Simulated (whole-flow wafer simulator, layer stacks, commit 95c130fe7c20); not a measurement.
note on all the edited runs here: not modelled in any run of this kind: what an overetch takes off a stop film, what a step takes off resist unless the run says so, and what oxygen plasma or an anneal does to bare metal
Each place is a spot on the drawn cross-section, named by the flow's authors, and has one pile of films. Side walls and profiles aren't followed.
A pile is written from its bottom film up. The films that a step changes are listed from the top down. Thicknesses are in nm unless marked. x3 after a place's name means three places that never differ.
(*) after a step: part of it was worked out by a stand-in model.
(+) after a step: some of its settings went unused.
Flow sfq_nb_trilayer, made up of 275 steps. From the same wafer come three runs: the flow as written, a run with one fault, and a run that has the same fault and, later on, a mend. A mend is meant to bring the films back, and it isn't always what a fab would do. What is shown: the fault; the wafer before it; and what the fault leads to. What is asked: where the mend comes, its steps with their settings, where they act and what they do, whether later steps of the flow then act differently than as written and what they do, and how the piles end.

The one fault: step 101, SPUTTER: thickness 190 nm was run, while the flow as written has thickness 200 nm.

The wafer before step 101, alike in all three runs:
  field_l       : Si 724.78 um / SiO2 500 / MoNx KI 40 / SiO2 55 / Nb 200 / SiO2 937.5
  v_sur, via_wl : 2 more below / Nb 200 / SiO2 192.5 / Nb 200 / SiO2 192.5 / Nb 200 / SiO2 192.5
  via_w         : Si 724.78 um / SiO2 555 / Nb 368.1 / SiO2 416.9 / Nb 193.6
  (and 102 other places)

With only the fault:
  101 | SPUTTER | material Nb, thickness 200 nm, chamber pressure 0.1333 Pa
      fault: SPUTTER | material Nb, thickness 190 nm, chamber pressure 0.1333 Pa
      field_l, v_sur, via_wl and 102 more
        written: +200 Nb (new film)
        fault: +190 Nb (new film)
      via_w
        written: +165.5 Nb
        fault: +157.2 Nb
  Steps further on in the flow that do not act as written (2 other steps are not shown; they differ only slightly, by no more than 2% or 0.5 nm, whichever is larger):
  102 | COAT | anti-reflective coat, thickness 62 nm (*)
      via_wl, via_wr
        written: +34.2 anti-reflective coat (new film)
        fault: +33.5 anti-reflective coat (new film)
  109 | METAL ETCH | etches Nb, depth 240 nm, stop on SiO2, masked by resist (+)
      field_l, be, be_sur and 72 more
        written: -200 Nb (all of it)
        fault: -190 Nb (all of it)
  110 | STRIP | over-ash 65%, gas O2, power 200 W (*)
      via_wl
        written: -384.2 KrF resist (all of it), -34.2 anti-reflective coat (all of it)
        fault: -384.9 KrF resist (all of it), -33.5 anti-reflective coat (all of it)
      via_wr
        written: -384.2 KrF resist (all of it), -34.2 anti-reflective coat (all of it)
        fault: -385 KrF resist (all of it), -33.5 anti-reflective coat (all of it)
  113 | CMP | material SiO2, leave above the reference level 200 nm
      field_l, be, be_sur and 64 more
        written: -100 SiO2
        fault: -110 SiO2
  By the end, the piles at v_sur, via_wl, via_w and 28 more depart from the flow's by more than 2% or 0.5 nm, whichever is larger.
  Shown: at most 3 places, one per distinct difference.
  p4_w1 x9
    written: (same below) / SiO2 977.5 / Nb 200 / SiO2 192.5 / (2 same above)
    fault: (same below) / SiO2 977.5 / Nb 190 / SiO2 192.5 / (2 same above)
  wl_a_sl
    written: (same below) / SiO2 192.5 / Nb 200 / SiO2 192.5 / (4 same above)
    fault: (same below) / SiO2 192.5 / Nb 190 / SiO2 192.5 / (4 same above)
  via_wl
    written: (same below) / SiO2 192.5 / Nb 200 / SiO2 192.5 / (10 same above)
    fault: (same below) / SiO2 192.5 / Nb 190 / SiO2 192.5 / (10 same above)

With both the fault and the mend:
  After step 101 comes the mend.
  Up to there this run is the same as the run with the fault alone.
  101a | SPUTTER | material Nb, thickness 10 nm, chamber pressure 0.1333 Pa (the flow's step 101, run once more with other settings)
      field_l, v_sur, via_wl and 102 more
        +10 Nb
      via_w
        +7.48 Nb
  Later steps of the flow that are run all act as written at every place that is followed, up to a difference of at most 2% or 0.5 nm, whichever is larger.
  The piles end only slightly different from the flow's at the places that both follow, by no more than 2% or 0.5 nm, whichever is larger.
